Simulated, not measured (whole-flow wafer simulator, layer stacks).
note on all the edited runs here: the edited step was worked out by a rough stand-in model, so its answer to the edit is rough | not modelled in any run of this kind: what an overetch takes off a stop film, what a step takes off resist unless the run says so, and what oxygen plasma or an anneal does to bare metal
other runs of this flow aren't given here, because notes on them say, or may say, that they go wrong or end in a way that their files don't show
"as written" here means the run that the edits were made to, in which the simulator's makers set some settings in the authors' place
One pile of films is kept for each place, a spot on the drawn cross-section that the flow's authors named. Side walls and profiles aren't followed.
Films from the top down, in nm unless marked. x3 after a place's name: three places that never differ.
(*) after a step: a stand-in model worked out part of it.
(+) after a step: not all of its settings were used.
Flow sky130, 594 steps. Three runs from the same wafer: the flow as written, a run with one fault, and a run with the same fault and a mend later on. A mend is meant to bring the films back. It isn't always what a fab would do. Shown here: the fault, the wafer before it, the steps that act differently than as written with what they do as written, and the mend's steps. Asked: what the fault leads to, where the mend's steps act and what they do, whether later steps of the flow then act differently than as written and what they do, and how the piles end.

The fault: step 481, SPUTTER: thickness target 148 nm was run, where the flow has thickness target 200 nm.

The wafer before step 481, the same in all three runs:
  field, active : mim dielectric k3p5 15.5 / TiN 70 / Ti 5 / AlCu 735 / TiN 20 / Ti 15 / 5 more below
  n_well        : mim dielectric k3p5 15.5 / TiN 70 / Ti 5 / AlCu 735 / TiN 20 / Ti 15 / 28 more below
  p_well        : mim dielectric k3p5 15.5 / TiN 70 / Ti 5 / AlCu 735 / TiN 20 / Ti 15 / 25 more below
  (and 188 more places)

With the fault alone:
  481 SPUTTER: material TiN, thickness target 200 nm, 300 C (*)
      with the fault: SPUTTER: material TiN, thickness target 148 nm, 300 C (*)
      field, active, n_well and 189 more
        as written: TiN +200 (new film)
        with the fault: TiN +148 (new film)
  Later steps of the flow that act differently than as written (4 more steps differ only slightly, by at most 2% or 0.5 nm, whichever is larger, and aren't shown):
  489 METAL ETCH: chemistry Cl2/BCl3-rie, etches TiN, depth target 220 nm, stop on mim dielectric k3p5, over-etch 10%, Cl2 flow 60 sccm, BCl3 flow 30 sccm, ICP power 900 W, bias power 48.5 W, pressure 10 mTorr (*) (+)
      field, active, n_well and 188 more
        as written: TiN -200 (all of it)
        with the fault: TiN -148 (all of it)
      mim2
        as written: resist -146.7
        with the fault: resist -108.5
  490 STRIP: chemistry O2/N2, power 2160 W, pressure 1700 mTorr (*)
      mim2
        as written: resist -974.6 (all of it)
        with the fault: resist -1012.7 (all of it)
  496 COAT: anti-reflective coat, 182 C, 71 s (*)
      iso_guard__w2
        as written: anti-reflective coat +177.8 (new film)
        with the fault: anti-reflective coat +143.6 (new film)
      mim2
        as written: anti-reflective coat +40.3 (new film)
        with the fault: anti-reflective coat +30.5 (new film)
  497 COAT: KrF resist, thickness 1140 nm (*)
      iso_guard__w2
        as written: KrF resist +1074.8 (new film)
        with the fault: KrF resist +1097.6 (new film)
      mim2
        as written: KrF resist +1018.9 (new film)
        with the fault: KrF resist +1066.5 (new film)
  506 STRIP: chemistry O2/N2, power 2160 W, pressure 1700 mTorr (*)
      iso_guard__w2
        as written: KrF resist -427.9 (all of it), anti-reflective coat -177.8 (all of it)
        with the fault: KrF resist -450.6 (all of it), anti-reflective coat -143.6 (all of it)
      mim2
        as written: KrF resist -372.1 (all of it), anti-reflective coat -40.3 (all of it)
        with the fault: KrF resist -419.6 (all of it), anti-reflective coat -30.5 (all of it)
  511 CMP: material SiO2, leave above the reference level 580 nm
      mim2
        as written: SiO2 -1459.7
        with the fault: SiO2 -1407.7
  At the end the piles differ from the flow's by more than 2% or 0.5 nm, whichever is larger, at mim2.
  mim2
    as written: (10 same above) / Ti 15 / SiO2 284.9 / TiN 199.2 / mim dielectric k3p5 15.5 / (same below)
    with the fault: (10 same above) / Ti 15 / SiO2 336.9 / TiN 147.2 / mim dielectric k3p5 15.5 / (same below)

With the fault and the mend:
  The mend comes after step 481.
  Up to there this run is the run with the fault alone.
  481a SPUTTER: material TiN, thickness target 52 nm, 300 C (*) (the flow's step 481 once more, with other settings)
      field, active, n_well and 189 more
        TiN +52
  No later step of the flow acts differently than as written at any place that is followed.
  At the end the piles are the same as the flow's at every place that both follow.
